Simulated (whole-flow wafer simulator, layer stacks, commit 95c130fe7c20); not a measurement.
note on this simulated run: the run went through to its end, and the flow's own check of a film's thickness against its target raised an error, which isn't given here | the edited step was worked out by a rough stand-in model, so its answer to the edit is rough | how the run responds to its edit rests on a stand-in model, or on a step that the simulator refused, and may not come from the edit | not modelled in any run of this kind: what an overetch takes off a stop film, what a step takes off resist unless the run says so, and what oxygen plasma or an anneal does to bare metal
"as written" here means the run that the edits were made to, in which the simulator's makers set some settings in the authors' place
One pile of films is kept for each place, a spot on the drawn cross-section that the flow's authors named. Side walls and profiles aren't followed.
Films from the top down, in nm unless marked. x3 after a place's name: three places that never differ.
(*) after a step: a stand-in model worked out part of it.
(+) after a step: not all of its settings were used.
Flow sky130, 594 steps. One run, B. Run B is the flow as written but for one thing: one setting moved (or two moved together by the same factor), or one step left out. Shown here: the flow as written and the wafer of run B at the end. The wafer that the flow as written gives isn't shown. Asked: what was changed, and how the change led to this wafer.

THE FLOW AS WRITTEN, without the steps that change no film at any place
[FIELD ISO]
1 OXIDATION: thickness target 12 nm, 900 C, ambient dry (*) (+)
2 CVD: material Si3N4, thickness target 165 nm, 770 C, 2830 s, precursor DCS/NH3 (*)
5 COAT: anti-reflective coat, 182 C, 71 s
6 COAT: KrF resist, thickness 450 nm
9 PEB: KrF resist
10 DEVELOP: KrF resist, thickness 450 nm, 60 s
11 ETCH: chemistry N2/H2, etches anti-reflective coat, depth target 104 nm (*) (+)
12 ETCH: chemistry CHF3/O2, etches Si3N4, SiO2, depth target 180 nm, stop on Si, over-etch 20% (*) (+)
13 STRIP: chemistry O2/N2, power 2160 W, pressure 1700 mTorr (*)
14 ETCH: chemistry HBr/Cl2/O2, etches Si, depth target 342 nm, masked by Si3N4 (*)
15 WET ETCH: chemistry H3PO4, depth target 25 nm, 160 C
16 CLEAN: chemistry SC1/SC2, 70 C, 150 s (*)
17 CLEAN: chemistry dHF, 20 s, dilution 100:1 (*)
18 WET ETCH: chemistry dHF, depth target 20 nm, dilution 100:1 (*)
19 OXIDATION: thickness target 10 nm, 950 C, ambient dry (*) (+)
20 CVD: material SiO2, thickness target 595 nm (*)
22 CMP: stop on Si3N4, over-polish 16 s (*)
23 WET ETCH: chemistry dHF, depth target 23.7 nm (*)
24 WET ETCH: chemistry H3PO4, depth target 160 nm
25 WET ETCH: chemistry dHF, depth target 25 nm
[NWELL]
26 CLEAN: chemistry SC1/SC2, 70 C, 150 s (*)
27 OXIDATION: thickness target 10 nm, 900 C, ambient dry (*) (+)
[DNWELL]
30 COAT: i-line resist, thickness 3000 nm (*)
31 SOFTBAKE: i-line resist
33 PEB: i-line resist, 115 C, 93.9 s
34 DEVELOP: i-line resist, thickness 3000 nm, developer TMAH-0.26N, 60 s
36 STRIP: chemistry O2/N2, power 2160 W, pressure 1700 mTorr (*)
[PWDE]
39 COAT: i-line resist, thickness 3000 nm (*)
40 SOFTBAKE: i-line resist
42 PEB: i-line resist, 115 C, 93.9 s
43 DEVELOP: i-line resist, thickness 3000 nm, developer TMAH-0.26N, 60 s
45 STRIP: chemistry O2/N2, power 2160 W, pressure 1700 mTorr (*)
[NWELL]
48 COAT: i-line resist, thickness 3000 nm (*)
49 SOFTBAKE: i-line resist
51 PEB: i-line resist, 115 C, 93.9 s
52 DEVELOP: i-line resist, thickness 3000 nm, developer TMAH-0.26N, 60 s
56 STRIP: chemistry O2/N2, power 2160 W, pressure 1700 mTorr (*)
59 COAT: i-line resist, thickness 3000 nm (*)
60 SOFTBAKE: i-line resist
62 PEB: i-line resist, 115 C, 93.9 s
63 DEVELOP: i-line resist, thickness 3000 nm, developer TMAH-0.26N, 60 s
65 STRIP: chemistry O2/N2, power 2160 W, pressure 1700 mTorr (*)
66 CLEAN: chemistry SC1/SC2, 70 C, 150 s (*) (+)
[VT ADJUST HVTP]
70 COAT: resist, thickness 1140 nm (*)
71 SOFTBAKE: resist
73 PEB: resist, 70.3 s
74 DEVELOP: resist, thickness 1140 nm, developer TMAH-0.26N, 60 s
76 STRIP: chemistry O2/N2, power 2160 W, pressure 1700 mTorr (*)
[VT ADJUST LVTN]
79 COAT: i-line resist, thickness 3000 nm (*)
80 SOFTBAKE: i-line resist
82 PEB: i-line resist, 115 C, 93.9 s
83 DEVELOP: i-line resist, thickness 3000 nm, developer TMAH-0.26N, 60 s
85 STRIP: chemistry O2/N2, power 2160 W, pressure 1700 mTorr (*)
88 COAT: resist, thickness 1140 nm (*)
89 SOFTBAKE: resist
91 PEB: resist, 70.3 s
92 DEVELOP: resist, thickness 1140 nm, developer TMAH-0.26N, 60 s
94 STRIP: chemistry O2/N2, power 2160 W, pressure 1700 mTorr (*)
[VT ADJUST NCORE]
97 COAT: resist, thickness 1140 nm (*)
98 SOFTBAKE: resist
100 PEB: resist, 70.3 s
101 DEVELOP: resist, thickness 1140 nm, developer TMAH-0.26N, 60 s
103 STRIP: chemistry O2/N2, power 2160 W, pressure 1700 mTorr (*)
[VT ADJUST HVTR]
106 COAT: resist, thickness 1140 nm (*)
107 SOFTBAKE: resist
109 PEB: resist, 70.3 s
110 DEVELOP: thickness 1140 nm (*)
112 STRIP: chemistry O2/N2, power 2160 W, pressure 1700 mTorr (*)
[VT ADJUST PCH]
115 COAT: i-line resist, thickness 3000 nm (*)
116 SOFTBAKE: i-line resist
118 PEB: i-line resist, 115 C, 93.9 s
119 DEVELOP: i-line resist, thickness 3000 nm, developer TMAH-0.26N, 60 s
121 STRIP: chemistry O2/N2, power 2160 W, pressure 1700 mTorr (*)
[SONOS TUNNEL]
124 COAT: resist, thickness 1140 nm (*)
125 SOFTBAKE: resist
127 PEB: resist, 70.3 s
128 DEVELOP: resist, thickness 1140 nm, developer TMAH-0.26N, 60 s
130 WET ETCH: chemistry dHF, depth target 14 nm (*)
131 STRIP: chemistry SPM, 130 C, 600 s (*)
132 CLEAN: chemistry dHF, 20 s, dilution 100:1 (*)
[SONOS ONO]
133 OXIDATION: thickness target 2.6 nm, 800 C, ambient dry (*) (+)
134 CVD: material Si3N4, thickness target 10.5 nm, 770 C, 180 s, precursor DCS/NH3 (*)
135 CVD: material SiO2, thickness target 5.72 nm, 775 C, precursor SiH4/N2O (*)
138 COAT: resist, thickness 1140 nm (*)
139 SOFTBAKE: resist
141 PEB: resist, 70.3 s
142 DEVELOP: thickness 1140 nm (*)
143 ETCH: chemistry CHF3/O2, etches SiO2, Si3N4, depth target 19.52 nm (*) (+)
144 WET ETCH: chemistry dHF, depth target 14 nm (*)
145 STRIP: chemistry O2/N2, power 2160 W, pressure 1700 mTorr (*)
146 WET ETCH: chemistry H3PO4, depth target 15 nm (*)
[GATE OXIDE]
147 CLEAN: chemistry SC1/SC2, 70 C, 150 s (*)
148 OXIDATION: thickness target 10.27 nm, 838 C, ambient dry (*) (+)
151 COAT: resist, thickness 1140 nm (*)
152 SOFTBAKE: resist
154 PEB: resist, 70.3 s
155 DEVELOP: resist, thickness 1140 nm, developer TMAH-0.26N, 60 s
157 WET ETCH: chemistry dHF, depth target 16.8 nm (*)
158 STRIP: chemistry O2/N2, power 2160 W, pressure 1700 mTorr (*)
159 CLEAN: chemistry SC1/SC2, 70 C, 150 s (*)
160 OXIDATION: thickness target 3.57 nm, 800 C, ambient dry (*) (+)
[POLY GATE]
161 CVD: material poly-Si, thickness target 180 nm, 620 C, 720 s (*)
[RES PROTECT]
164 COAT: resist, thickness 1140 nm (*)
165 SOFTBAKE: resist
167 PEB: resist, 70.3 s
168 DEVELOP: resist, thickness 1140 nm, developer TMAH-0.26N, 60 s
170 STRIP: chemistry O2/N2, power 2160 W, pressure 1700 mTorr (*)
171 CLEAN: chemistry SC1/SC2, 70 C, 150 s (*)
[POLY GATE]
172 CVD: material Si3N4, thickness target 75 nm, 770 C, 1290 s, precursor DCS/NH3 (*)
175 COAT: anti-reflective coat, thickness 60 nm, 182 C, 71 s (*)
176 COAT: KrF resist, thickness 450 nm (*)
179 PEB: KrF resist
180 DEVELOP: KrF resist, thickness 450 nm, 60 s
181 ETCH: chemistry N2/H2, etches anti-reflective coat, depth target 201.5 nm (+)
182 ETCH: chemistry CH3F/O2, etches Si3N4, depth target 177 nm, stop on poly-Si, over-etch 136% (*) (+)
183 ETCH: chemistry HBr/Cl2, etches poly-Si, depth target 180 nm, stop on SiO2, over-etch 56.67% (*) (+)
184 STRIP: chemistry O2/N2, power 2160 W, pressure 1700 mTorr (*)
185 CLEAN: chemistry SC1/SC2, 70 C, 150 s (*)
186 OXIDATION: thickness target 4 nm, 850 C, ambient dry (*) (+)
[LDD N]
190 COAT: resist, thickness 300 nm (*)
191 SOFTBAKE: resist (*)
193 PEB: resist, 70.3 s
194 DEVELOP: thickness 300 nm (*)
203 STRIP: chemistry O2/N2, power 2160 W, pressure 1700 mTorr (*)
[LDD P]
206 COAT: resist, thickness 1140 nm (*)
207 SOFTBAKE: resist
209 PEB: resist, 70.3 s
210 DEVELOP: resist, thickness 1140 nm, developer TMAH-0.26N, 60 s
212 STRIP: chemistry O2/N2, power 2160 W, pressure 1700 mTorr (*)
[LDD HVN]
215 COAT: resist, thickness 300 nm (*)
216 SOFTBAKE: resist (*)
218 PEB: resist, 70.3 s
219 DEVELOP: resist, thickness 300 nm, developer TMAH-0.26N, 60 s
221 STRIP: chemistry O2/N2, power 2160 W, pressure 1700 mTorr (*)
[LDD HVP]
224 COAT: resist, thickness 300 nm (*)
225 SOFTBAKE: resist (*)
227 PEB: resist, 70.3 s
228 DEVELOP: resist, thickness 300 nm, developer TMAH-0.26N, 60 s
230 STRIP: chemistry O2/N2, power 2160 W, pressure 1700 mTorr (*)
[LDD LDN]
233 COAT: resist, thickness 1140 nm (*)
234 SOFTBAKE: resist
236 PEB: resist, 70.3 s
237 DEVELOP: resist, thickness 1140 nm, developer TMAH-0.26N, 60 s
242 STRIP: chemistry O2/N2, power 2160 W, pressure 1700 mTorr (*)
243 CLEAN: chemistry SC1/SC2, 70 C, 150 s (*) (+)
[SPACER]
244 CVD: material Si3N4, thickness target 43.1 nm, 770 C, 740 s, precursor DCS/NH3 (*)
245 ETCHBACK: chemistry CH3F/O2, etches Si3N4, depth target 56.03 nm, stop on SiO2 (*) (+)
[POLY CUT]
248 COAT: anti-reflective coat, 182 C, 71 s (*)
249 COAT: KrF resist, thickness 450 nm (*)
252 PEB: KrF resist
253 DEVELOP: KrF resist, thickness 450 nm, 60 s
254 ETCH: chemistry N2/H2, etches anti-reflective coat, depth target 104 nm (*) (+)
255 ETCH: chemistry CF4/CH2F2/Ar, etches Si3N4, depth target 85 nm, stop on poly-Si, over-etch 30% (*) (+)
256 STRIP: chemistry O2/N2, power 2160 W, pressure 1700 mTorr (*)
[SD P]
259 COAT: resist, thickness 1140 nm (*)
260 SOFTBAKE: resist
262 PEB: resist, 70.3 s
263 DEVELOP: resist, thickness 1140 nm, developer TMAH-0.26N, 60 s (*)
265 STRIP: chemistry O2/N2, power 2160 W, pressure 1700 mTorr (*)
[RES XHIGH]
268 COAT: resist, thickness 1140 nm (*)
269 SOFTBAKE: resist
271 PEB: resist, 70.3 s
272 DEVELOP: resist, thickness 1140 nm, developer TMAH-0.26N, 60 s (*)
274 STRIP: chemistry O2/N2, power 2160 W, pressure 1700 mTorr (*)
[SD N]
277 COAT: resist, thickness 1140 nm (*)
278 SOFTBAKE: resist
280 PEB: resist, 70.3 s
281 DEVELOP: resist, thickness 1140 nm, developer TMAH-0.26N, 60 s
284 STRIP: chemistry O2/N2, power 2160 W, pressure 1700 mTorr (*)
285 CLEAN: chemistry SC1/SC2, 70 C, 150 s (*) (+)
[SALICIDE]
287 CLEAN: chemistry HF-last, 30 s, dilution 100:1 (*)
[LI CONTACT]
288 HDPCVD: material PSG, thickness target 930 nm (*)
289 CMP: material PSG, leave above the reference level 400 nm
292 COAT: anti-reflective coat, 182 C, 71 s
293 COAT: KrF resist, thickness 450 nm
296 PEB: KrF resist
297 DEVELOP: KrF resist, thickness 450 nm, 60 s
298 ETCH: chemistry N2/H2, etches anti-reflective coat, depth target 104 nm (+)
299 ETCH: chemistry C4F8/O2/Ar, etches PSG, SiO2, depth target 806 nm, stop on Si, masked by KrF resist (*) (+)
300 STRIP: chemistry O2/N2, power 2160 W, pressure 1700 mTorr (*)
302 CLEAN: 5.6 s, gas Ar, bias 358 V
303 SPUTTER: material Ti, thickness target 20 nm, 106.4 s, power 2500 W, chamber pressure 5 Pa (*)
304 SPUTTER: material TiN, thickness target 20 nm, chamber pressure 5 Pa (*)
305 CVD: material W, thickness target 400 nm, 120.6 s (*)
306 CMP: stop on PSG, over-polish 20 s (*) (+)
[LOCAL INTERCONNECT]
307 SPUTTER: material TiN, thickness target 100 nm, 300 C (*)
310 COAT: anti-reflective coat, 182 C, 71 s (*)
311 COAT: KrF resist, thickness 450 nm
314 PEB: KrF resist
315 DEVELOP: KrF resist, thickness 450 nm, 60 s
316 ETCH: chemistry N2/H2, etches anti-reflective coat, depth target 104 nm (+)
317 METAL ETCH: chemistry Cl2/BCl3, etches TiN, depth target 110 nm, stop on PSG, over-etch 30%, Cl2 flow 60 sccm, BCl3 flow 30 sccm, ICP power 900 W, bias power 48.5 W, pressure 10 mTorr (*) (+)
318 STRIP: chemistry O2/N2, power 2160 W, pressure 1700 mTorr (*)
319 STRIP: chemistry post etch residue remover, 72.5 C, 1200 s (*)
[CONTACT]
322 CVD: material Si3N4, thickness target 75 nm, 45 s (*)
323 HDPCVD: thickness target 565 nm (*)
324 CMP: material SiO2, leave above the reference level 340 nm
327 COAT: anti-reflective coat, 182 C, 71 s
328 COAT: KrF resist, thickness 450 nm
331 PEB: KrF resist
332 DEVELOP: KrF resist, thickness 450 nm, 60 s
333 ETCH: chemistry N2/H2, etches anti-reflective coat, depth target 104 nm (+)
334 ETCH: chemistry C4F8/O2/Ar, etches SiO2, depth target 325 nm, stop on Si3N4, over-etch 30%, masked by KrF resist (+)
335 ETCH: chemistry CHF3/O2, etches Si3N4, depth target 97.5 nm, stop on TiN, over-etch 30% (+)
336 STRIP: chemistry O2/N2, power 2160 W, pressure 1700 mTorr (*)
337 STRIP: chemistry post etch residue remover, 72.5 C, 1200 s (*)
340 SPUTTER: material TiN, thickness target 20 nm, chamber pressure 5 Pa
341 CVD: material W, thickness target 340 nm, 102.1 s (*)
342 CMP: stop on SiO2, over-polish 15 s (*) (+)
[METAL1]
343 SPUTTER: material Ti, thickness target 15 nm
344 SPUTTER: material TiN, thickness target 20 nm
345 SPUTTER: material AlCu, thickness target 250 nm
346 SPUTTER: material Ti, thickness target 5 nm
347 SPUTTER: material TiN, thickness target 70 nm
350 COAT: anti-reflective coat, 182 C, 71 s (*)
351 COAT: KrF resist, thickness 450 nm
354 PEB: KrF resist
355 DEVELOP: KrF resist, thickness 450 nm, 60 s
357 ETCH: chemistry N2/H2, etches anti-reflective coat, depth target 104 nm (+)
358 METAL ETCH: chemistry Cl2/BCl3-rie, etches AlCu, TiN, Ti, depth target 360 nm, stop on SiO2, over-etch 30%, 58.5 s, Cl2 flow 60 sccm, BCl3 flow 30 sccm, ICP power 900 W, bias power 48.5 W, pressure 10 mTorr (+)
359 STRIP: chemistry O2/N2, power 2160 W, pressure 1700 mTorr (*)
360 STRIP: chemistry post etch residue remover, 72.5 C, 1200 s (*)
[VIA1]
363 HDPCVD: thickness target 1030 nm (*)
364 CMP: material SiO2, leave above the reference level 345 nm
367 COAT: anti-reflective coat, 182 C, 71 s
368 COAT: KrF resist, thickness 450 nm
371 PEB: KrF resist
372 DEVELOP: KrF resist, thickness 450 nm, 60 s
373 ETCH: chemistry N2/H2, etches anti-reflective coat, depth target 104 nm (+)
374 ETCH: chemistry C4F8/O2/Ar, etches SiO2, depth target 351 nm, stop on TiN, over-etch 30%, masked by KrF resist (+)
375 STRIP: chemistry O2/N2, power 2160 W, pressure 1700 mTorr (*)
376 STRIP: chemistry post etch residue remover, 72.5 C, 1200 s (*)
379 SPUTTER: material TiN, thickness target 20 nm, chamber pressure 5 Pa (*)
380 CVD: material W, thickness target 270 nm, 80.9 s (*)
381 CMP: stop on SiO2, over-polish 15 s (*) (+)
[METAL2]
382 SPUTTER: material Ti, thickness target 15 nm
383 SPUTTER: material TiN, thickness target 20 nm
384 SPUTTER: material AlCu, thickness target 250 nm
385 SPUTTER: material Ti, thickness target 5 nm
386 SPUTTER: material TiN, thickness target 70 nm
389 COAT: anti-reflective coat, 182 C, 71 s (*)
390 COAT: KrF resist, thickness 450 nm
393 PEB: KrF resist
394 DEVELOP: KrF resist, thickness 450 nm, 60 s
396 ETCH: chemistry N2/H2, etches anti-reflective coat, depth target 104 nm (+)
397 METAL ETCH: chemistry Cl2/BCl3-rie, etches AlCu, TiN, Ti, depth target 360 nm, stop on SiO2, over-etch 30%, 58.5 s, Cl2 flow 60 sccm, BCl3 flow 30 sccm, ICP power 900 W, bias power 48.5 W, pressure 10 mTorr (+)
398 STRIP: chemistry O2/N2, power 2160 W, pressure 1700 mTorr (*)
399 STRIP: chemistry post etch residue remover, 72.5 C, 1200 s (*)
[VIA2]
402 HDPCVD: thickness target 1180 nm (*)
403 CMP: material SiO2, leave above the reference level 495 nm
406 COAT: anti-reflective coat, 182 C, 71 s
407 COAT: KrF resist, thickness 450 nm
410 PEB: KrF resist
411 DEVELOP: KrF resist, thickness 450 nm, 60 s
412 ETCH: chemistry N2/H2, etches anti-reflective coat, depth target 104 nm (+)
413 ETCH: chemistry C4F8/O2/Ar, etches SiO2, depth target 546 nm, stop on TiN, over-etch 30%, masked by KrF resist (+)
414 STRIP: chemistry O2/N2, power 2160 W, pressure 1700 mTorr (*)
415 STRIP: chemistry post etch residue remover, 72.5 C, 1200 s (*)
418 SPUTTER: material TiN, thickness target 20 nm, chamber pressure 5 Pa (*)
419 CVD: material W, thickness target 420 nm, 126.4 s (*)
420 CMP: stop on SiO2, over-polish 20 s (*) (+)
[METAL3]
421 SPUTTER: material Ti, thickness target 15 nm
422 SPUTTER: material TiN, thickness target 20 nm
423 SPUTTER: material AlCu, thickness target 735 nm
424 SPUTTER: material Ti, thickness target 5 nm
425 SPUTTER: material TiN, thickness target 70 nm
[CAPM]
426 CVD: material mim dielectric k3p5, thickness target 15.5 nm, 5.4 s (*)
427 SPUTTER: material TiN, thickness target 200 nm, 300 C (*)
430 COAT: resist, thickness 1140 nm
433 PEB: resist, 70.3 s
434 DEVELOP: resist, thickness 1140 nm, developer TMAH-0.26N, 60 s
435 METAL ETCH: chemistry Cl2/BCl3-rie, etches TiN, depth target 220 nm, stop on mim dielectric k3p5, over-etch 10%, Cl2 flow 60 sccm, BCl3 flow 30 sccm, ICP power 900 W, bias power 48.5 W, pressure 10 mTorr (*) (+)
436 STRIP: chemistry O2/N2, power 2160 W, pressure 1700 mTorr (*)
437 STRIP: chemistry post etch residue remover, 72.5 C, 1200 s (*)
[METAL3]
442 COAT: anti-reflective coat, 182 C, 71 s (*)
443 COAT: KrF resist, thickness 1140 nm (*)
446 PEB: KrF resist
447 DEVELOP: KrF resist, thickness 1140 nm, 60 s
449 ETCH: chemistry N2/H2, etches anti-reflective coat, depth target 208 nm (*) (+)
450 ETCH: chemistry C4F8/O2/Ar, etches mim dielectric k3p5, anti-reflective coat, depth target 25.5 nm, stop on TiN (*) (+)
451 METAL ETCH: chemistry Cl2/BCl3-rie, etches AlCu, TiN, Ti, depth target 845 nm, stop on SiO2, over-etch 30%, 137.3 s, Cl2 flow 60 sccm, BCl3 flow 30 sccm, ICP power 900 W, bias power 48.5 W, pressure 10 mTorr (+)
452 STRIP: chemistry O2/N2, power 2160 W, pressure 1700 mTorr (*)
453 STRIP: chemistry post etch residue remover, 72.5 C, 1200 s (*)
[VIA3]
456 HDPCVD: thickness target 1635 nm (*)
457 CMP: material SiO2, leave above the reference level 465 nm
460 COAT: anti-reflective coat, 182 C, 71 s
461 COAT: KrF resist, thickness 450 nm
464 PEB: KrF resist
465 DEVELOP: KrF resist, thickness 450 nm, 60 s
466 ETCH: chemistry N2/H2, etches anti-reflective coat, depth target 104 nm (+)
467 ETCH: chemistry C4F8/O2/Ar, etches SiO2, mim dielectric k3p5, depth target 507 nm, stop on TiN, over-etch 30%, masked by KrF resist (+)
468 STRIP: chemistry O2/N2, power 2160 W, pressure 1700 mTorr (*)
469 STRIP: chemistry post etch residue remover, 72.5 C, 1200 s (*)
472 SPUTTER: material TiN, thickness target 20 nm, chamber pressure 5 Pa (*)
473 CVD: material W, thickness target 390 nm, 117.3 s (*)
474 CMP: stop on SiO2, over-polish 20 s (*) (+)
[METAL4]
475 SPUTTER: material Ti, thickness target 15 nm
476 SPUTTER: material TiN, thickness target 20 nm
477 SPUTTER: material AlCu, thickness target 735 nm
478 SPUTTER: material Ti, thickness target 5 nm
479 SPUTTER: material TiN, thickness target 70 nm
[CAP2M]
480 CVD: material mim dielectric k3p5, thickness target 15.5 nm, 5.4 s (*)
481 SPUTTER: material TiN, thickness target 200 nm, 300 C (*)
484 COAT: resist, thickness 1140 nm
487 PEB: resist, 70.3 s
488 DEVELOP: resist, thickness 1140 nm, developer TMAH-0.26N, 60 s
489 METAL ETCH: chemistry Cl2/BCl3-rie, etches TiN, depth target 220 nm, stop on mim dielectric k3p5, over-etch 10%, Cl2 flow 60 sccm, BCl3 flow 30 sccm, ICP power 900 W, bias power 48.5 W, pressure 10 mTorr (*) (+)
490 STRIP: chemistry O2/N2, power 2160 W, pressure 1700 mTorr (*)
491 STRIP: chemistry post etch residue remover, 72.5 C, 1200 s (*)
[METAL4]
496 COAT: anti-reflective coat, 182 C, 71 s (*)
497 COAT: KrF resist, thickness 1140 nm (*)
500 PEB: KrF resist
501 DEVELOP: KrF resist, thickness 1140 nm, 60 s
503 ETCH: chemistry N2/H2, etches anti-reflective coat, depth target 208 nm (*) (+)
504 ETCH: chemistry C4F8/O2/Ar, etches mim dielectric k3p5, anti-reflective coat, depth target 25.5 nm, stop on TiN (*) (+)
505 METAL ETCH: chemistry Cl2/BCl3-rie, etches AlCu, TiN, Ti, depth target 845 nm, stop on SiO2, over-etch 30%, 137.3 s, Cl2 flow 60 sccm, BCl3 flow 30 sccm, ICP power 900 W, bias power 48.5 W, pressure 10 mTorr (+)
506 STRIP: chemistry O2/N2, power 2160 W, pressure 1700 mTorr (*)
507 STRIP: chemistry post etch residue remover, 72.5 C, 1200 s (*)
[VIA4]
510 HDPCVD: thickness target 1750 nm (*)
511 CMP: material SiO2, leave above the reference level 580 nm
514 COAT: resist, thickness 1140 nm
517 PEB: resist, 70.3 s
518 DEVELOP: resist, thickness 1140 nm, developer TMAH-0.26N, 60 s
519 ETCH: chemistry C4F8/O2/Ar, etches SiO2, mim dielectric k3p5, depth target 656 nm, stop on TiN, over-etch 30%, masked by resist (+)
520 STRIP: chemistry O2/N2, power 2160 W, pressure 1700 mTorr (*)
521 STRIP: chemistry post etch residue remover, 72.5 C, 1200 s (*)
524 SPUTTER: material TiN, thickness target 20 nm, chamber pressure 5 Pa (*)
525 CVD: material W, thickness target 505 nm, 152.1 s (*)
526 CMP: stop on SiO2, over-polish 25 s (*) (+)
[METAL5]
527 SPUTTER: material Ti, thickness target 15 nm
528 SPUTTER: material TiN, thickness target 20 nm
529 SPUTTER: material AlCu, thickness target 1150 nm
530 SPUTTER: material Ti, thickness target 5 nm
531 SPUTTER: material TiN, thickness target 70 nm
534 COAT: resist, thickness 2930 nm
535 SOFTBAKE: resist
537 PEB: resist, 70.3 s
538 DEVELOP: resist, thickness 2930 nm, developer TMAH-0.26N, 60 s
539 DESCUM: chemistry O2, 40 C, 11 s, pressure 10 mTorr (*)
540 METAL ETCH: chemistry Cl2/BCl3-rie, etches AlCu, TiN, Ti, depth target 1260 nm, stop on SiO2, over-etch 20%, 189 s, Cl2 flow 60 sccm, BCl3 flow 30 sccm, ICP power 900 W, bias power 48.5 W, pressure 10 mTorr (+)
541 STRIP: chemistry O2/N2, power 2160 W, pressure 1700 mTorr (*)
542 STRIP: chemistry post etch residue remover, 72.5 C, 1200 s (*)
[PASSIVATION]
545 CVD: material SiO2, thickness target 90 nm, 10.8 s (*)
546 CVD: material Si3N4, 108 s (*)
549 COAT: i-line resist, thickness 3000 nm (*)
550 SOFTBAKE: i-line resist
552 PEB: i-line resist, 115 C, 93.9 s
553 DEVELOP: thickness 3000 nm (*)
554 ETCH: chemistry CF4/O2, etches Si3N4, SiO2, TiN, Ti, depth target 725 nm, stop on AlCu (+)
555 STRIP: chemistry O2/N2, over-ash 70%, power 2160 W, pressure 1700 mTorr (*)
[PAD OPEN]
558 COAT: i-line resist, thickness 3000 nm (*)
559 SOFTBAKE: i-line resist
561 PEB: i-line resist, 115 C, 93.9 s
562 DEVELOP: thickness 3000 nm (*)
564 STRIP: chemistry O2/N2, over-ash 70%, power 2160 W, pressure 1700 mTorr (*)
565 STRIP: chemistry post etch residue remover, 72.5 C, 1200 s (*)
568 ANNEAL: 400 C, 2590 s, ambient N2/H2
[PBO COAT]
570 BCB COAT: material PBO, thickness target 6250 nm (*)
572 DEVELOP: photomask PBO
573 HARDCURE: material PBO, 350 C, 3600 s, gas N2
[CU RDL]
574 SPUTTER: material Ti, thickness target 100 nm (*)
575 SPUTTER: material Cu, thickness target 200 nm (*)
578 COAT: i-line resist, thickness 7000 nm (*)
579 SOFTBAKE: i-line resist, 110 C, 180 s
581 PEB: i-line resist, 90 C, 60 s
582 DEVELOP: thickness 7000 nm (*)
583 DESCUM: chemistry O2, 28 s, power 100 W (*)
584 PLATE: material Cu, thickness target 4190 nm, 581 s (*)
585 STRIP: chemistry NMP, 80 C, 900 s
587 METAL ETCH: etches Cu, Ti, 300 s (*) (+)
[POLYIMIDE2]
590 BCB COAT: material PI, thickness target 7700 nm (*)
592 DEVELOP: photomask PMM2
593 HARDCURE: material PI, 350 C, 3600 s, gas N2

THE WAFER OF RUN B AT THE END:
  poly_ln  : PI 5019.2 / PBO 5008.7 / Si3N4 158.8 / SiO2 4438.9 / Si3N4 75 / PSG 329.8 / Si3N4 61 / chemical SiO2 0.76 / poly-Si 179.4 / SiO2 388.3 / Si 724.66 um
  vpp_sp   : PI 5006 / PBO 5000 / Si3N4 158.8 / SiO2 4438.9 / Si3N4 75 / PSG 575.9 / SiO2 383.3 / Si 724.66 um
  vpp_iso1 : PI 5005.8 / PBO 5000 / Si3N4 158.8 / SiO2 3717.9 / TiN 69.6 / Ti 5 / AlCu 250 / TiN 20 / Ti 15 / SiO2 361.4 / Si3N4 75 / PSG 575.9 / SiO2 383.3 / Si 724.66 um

The cause: step 23, WET ETCH: depth target 13 nm was run, where the flow has depth target 23.7 nm.

How the change led to this, step by step:
  23 WET ETCH: chemistry dHF, depth target 23.7 nm (*)
      active, n_well, p_well and 100 more: Si3N4 -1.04 (as written it would be: Si3N4 -1.84)
      field, mim, iso_guard and 84 more: SiO2 -13 (as written it would be: SiO2 -23.7)
  31 SOFTBAKE: i-line resist
      gate_p_g5v0, sonos_guard_x: i-line resist +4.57 (as written it would be: i-line resist +3.96)
      field: i-line resist +3.74 (as written it would be: i-line resist +3.23)
      (and at 77 more places)
  40 SOFTBAKE: i-line resist
      gate_p_g5v0, sonos_guard_x: i-line resist +4.57 (as written it would be: i-line resist +3.96)
      field: i-line resist +3.74 (as written it would be: i-line resist +3.23)
      (and at 77 more places)
  49 SOFTBAKE: i-line resist
      gate_p_g5v0, sonos_guard_x: i-line resist +4.57 (as written it would be: i-line resist +3.96)
      field: i-line resist +3.74 (as written it would be: i-line resist +3.23)
      (and at 77 more places)
  60 SOFTBAKE: i-line resist
      gate_p_g5v0, sonos_guard_x: i-line resist +4.57 (as written it would be: i-line resist +3.96)
      field: i-line resist +3.74 (as written it would be: i-line resist +3.23)
      (and at 77 more places)
  71 SOFTBAKE: resist
      drift_dnw_fp: resist -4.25 (as written it would be: resist -3.72)
      gate_hv_pwblk: resist +5.18 (as written it would be: resist +4.5)
      (and at 7 more places)
  80 SOFTBAKE: i-line resist
      active: i-line resist +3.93 (as written it would be: i-line resist +3.4)
      spacer: i-line resist +4.05 (as written it would be: i-line resist +3.5)
      (and at 78 more places)
  89 SOFTBAKE: resist
      drift_dnw_fp: resist -4.25 (as written it would be: resist -3.72)
      gate_hv_pwblk: resist +5.18 (as written it would be: resist +4.5)
      (and at 7 more places)
  98 SOFTBAKE: resist
      drift_dnw_fp: resist -4.25 (as written it would be: resist -3.72)
      gate_hv_pwblk: resist +5.18 (as written it would be: resist +4.5)
      (and at 7 more places)
  107 SOFTBAKE: resist
      drift_dnw_fp: resist -4.25 (as written it would be: resist -3.72)
      gate_hv_pwblk: resist +5.18 (as written it would be: resist +4.5)
      (and at 7 more places)
  116 SOFTBAKE: i-line resist
      active: i-line resist +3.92 (as written it would be: i-line resist +3.39)
      spacer: i-line resist +4.04 (as written it would be: i-line resist +3.5)
      (and at 78 more places)
  125 SOFTBAKE: resist
      drift_dnw_fp: resist -4.25 (as written it would be: resist -3.72)
      gate_hv_pwblk: resist +5.18 (as written it would be: resist +4.5)
      (and at 7 more places)
  139 SOFTBAKE: resist
      poly_endcap: resist -0.94 (as written it would be: resist +0.42)
      drift_dnw_fp: resist -4.14 (as written it would be: resist -3.62)
      (and at 8 more places)
  152 SOFTBAKE: resist
      drift_dnw_fp: resist -3.51 (as written it would be: resist -2.98)
      gate_hv_pwblk: resist +4.24 (as written it would be: resist +3.56)
      (and at 8 more places)
  161 CVD: material poly-Si, thickness target 180 nm, 620 C, 720 s (*)
      ndiff_dn: poly-Si +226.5 (new film) (as written it would be: poly-Si +215.9 (new film))
  165 SOFTBAKE: resist
      gate_hv_pwblk: resist +3.97 (as written it would be: resist +3.31)
      gate_hv_iso: resist +3.7 (as written it would be: resist +3.1)
      (and at 3 more places)
  ... 23 more steps ...
  306 CMP: stop on PSG, over-polish 20 s (*) (+)
      poly_licon: W -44 (as written it would be: W -33.3)
